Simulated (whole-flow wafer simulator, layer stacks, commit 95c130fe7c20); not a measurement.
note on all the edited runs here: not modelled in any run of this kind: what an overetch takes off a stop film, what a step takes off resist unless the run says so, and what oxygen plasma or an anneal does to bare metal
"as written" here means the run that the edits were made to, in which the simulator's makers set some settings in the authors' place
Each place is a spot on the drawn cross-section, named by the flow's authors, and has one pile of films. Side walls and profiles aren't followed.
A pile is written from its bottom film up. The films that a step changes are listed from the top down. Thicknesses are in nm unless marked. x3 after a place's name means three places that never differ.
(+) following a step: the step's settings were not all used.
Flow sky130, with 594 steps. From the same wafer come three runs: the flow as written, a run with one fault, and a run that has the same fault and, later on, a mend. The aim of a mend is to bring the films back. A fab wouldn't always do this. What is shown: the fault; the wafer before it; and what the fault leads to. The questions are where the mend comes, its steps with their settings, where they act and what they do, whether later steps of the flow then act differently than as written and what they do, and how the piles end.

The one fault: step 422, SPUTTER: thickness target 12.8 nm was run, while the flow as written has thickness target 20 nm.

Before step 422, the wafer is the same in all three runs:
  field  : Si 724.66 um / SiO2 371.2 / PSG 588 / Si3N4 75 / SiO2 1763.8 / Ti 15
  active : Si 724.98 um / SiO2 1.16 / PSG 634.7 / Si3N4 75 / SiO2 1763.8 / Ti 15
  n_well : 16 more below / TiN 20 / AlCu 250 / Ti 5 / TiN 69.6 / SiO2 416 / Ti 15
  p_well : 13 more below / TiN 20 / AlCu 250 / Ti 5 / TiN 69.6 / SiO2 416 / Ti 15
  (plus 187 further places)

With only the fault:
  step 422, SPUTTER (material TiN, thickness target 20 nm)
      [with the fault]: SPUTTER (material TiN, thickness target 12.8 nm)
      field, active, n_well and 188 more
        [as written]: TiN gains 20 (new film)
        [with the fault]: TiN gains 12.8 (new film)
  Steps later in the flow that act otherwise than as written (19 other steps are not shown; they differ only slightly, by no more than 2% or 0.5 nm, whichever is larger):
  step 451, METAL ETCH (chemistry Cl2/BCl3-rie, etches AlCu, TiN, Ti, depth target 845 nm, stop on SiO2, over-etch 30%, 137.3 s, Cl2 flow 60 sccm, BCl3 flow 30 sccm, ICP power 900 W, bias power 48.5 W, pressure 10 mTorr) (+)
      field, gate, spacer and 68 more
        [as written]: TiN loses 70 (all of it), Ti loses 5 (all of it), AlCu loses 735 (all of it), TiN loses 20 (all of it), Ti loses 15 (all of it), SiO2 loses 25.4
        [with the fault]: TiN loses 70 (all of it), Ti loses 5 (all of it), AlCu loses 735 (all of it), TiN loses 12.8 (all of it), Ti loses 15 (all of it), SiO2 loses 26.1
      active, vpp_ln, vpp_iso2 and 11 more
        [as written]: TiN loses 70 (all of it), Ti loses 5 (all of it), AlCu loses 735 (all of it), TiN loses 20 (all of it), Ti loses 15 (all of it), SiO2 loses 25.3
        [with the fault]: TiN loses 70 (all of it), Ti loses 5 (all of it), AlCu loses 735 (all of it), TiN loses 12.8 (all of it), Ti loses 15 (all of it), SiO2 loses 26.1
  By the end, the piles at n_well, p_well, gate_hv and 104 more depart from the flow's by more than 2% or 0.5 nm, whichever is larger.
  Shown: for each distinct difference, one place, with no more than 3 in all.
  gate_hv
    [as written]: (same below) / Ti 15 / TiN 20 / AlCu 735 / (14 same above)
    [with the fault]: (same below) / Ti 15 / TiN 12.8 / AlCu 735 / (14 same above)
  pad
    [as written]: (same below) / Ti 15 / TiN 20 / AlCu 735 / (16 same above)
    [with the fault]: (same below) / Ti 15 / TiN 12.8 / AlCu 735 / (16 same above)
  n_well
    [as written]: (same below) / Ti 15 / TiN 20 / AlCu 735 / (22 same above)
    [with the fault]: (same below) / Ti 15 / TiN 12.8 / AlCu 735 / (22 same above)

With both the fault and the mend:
  The mend stands after step 422.
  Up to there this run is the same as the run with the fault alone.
  step 422a, SPUTTER (material TiN, thickness target 7.2 nm) (a further turn of the flow's step 422, with different settings)
      field, active, n_well and 188 more
        TiN gains 7.2
  Later steps of the flow that are run all act as written at every place that is followed.
  At every place that both follow, the piles at the end match the flow's.
